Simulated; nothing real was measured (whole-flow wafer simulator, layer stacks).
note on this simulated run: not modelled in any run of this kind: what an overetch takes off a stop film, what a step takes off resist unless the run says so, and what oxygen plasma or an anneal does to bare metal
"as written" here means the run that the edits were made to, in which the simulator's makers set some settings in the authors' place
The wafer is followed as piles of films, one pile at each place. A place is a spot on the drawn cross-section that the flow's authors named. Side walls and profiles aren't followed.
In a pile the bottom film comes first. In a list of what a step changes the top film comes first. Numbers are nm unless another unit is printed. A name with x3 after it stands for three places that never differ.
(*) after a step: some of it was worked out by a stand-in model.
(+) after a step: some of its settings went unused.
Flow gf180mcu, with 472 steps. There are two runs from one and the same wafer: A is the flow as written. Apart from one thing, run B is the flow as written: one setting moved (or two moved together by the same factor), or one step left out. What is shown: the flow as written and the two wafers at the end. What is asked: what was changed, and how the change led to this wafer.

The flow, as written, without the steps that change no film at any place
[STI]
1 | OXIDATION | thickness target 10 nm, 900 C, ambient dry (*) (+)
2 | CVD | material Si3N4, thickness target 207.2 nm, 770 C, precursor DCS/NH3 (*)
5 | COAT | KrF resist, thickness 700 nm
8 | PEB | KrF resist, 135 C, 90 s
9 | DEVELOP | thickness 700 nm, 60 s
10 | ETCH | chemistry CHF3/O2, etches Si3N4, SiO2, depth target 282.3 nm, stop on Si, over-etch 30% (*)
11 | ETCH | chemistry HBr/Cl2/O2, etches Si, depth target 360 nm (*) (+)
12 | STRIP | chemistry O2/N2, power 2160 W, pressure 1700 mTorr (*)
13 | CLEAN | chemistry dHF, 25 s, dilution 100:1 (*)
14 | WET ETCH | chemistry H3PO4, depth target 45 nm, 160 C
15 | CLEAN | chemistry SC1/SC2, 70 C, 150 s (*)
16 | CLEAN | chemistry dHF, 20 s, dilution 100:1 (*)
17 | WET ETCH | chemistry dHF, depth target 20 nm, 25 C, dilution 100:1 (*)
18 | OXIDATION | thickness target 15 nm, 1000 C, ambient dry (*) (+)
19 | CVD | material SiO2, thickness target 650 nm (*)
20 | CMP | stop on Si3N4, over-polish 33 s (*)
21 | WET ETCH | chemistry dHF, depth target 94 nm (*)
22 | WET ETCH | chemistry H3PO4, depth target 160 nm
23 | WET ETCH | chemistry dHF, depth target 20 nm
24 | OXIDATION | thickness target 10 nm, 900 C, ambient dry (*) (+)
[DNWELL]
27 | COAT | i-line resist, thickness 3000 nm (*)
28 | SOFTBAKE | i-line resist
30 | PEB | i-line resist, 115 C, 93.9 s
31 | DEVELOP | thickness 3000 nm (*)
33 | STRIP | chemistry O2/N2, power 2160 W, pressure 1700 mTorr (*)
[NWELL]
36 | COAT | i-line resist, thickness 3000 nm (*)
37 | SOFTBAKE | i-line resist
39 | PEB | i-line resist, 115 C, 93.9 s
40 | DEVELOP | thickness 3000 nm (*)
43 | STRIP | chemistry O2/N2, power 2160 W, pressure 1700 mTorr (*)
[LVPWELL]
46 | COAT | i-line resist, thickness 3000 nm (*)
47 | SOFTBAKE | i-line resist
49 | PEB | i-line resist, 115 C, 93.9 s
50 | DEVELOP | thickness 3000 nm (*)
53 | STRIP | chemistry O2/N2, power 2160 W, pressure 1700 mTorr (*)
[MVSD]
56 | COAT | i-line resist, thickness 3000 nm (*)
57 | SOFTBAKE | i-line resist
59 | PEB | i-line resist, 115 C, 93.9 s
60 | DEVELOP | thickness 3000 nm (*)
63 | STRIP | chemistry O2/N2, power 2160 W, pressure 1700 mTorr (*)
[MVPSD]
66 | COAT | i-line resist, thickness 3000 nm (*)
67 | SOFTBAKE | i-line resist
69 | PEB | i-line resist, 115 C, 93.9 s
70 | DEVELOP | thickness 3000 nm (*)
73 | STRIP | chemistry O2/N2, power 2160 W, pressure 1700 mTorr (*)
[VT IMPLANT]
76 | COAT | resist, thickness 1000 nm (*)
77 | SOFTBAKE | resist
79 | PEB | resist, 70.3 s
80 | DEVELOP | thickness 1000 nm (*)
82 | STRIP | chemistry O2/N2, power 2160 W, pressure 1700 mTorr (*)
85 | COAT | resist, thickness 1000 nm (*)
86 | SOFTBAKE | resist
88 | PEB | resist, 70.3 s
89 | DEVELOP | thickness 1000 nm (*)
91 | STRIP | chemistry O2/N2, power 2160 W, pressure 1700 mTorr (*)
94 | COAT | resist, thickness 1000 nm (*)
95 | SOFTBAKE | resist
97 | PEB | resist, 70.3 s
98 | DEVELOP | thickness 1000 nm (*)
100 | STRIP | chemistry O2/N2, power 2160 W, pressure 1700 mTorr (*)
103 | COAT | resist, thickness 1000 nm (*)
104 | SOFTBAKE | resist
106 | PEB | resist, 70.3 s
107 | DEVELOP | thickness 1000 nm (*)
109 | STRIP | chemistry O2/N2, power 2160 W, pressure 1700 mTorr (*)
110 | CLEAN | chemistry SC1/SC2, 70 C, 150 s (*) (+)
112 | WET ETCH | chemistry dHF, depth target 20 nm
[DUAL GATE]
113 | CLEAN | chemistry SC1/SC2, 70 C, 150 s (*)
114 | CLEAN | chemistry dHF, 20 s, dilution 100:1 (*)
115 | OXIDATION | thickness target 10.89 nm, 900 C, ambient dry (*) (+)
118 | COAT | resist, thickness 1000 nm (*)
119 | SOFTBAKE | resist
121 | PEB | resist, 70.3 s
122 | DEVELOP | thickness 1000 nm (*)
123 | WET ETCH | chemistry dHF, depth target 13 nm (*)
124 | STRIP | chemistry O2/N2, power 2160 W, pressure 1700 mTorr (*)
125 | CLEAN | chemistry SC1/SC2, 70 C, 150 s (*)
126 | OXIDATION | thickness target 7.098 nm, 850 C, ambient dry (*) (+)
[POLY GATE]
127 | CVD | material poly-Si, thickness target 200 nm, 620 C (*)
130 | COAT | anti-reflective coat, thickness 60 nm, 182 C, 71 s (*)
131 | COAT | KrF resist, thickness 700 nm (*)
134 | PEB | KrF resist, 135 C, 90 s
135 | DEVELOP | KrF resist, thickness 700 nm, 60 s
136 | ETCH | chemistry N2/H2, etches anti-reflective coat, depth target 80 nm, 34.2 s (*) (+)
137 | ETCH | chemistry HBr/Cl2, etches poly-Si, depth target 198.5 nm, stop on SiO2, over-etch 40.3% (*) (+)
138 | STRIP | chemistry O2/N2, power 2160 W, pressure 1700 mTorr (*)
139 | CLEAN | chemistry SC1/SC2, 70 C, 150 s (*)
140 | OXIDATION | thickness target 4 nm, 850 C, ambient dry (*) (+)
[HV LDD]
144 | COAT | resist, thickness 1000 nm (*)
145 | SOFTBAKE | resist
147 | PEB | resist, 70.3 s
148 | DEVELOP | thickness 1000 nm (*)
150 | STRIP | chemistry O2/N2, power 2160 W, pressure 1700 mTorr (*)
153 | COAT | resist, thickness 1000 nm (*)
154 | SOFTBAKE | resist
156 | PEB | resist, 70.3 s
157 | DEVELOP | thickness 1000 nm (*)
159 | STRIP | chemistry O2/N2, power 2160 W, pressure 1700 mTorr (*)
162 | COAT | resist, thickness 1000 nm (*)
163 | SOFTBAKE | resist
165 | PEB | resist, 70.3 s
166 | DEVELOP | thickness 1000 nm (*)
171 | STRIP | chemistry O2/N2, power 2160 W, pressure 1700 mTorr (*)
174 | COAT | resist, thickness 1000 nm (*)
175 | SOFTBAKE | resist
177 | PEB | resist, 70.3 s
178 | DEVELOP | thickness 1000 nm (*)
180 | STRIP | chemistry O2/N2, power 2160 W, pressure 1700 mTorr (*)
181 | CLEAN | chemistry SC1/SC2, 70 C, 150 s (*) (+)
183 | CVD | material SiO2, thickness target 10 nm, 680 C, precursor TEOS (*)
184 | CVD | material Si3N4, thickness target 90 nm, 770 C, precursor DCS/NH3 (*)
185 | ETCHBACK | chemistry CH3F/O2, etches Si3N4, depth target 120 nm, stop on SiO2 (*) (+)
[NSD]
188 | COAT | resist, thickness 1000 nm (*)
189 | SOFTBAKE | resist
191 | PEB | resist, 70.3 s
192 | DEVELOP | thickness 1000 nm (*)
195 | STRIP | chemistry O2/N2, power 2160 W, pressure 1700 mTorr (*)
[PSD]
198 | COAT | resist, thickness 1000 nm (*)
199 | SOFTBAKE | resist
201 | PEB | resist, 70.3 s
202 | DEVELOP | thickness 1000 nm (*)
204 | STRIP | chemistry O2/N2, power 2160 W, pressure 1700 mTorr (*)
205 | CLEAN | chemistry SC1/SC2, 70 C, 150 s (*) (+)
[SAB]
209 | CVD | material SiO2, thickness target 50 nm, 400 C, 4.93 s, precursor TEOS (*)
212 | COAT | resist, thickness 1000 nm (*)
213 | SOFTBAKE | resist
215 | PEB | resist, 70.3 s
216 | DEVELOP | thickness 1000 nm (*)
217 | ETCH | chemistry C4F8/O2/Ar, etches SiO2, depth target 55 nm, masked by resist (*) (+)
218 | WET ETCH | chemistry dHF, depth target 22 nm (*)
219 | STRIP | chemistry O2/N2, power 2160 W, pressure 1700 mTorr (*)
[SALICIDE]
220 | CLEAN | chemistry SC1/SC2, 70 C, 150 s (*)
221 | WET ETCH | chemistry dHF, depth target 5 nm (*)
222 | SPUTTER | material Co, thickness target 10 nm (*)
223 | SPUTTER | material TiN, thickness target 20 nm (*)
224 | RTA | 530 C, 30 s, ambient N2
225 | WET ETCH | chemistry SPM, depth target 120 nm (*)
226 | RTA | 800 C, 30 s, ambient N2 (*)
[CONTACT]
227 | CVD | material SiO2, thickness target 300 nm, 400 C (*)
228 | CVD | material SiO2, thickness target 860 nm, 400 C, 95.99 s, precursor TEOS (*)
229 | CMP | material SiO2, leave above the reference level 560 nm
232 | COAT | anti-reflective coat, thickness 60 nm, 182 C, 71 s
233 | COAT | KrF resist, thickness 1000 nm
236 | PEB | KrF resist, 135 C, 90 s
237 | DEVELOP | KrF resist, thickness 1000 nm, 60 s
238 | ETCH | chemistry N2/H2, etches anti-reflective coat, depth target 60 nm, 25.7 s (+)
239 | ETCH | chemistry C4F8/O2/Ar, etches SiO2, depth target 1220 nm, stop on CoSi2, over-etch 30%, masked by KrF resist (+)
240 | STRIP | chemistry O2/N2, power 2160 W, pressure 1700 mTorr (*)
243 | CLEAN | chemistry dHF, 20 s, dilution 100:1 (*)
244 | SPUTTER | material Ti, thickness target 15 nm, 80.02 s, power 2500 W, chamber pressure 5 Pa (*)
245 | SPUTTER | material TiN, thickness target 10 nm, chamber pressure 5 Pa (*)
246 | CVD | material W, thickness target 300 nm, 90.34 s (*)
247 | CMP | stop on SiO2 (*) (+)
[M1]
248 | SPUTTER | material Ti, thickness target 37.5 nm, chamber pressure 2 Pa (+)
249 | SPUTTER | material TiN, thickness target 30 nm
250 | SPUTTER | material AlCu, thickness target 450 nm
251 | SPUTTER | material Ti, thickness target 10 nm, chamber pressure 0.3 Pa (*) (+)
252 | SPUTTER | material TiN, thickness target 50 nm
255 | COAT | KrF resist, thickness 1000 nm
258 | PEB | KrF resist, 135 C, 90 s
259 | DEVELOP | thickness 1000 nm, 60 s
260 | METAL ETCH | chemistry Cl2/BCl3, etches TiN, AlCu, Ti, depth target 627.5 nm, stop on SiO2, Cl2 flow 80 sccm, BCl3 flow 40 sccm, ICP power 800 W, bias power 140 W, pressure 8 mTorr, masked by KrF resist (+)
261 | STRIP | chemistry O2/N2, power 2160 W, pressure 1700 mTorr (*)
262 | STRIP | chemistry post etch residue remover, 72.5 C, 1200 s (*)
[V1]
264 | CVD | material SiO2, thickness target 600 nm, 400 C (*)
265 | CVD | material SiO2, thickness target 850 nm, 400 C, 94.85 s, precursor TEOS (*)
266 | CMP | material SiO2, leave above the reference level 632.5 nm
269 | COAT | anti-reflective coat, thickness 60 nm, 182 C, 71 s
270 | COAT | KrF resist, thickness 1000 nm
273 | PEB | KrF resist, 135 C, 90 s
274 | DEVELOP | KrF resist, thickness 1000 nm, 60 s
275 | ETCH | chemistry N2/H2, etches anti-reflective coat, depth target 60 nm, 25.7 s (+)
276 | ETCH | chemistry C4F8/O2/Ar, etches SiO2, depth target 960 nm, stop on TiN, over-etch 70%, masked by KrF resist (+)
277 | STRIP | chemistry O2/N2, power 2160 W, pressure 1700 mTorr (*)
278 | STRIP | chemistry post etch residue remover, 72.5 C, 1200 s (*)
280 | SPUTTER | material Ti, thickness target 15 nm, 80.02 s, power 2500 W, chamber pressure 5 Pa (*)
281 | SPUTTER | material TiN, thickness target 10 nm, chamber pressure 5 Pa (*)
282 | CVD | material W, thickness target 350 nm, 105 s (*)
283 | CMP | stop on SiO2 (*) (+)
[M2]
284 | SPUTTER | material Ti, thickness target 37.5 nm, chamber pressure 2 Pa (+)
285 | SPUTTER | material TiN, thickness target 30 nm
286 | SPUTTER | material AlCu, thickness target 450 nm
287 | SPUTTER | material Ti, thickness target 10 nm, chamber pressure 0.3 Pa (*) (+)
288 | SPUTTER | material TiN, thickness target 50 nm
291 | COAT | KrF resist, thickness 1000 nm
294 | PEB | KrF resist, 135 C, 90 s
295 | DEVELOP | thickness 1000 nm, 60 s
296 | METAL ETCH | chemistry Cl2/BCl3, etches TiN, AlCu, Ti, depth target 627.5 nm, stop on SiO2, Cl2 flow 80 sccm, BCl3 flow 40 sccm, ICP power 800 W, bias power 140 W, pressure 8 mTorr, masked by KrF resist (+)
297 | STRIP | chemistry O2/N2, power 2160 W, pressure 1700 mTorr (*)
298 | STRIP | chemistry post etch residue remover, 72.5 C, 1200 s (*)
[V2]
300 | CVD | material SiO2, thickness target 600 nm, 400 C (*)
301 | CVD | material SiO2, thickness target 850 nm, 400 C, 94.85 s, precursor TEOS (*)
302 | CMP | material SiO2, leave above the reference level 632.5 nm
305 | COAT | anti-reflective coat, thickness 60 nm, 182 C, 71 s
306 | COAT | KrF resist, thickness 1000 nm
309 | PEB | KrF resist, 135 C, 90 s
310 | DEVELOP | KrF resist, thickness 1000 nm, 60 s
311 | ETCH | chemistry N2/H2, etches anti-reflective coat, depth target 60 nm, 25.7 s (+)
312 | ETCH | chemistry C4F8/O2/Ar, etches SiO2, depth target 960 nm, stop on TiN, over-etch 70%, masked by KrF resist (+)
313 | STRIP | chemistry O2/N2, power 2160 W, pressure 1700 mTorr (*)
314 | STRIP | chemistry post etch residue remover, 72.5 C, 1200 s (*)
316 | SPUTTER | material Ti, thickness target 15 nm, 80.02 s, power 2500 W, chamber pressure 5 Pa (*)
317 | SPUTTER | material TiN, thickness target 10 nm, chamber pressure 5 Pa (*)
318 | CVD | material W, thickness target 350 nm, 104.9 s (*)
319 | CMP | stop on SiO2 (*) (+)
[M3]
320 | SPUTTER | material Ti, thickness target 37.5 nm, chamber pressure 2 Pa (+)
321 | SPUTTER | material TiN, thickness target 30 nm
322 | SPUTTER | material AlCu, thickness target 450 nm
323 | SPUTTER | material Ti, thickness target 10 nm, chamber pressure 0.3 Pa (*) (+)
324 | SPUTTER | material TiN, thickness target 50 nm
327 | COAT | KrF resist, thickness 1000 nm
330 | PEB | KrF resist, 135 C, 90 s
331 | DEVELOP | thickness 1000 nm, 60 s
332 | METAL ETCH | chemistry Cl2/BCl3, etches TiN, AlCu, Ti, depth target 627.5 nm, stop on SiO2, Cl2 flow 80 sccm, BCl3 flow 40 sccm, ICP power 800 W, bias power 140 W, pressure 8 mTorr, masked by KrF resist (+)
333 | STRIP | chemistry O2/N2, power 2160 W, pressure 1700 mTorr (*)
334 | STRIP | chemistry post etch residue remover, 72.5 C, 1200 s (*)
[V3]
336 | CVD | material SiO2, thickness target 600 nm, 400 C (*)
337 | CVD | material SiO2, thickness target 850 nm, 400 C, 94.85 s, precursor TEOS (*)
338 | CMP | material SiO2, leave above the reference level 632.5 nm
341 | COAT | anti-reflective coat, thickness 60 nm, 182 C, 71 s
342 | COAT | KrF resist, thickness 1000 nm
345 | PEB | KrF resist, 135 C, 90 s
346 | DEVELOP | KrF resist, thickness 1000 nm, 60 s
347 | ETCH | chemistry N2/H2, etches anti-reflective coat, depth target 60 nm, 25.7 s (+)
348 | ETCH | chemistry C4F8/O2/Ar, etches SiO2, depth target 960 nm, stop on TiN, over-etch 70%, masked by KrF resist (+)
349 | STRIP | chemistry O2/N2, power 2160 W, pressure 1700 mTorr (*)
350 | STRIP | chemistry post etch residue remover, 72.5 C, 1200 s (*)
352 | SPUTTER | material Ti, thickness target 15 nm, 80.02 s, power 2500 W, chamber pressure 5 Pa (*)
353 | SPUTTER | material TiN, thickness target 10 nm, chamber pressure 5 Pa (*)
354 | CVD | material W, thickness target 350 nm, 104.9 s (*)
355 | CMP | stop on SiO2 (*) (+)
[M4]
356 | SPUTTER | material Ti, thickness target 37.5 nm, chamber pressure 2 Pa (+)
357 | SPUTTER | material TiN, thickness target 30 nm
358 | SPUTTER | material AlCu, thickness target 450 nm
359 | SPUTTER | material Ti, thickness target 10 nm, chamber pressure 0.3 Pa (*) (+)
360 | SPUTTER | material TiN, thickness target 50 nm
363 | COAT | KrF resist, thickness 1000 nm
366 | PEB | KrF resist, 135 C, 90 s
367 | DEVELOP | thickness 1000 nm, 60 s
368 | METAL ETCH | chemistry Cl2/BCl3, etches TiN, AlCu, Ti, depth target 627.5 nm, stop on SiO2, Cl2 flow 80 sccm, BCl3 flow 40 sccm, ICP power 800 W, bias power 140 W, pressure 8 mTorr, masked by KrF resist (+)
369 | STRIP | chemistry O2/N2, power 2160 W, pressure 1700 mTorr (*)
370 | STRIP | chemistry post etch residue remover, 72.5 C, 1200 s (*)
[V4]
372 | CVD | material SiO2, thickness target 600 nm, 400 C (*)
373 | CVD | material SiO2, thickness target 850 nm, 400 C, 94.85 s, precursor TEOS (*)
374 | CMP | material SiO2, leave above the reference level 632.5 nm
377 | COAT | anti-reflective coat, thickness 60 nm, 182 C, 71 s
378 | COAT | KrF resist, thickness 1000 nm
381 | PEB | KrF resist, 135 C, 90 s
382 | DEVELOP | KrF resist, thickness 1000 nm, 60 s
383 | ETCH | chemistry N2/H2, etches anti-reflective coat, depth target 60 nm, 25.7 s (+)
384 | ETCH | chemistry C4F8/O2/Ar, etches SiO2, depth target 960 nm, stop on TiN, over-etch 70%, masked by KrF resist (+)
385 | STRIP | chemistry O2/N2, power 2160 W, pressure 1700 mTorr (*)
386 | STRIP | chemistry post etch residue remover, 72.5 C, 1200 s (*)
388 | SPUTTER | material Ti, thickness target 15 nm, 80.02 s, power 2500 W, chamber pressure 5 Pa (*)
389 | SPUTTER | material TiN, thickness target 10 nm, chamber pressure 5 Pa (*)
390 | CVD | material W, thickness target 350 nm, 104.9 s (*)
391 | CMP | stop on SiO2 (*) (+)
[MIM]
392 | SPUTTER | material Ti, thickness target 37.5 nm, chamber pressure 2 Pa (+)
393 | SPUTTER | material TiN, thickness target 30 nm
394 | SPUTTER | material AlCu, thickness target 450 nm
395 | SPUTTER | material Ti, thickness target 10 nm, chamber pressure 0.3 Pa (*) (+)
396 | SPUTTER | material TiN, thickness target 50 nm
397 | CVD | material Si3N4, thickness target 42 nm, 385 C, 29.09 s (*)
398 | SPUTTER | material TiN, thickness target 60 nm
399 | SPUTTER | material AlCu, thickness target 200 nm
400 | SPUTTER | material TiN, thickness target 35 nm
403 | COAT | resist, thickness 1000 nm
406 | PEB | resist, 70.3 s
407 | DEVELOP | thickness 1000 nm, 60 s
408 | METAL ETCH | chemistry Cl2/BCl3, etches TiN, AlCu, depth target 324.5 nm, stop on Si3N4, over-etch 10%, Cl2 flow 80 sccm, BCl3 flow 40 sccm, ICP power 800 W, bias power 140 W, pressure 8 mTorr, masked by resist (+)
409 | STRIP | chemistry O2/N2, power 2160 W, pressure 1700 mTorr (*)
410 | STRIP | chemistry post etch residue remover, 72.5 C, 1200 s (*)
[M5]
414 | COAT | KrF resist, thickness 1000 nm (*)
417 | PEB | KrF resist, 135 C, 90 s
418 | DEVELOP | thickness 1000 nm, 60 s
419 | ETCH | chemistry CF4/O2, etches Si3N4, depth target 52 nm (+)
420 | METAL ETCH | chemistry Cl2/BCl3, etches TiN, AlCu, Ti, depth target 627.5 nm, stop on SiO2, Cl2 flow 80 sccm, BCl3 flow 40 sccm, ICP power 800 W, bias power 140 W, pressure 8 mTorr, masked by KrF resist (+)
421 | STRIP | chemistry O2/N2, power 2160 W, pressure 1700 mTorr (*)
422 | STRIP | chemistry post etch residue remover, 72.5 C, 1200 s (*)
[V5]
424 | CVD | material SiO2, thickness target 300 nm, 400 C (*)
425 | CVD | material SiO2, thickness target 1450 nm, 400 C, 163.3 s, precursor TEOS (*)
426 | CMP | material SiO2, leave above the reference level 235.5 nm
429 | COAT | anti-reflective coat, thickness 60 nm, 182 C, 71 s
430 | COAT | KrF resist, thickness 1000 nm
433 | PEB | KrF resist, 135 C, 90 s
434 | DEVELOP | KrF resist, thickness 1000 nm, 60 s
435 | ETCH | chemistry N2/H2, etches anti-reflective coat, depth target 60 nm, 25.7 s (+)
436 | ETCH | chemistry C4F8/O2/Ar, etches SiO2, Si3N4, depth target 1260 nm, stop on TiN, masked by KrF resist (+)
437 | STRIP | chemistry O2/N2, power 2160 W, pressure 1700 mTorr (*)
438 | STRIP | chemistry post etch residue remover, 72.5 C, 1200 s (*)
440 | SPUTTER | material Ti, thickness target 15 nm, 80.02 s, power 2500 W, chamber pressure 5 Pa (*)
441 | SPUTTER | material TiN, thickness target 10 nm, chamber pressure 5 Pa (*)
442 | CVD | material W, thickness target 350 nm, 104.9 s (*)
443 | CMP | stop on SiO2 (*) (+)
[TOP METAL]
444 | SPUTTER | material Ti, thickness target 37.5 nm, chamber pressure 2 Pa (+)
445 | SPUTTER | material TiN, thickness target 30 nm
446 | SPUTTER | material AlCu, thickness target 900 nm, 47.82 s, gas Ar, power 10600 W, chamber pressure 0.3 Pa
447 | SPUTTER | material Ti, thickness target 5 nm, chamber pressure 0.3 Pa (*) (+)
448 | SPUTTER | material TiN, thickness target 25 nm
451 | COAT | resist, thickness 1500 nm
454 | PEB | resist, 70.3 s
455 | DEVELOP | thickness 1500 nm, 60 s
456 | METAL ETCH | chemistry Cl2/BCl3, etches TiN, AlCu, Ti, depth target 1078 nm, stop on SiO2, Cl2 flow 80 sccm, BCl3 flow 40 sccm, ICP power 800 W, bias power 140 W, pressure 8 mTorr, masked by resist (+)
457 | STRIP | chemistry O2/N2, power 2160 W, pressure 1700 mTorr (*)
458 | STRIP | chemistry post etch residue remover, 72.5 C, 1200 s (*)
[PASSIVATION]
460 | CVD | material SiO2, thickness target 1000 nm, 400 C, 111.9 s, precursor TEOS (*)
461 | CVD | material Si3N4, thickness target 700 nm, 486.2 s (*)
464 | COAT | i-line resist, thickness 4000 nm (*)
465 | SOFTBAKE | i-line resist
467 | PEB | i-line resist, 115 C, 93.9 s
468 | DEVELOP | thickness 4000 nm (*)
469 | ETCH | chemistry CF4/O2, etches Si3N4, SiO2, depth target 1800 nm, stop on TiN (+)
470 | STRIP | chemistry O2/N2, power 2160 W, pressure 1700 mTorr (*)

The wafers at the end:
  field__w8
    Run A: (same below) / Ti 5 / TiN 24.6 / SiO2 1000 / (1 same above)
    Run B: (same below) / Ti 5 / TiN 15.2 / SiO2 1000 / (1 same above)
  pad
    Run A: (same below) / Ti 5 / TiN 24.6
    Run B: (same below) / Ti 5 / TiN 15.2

Cause: step 448, SPUTTER: thickness target 15.6 nm was run, whereas the flow has thickness target 25 nm.

Step by step, how the change led to this:
  448 | SPUTTER | material TiN, thickness target 25 nm
      field, field__w1, field__w2 and 109 more: A +25 TiN (new film) | B +15.6 TiN (new film)
  456 | METAL ETCH | chemistry Cl2/BCl3, etches TiN, AlCu, Ti, depth target 1078 nm, stop on SiO2, Cl2 flow 80 sccm, BCl3 flow 40 sccm, ICP power 800 W, bias power 140 W, pressure 8 mTorr, masked by resist (+)
      field, field__w1, field__w2 and 103 more: A -25 TiN (all of it), -5 Ti (all of it), -900 AlCu (all of it), -30 TiN (all of it), -37.5 Ti (all of it) | B -15.6 TiN (all of it), -5 Ti (all of it), -900 AlCu (all of it), -30 TiN (all of it), -37.5 Ti (all of it)
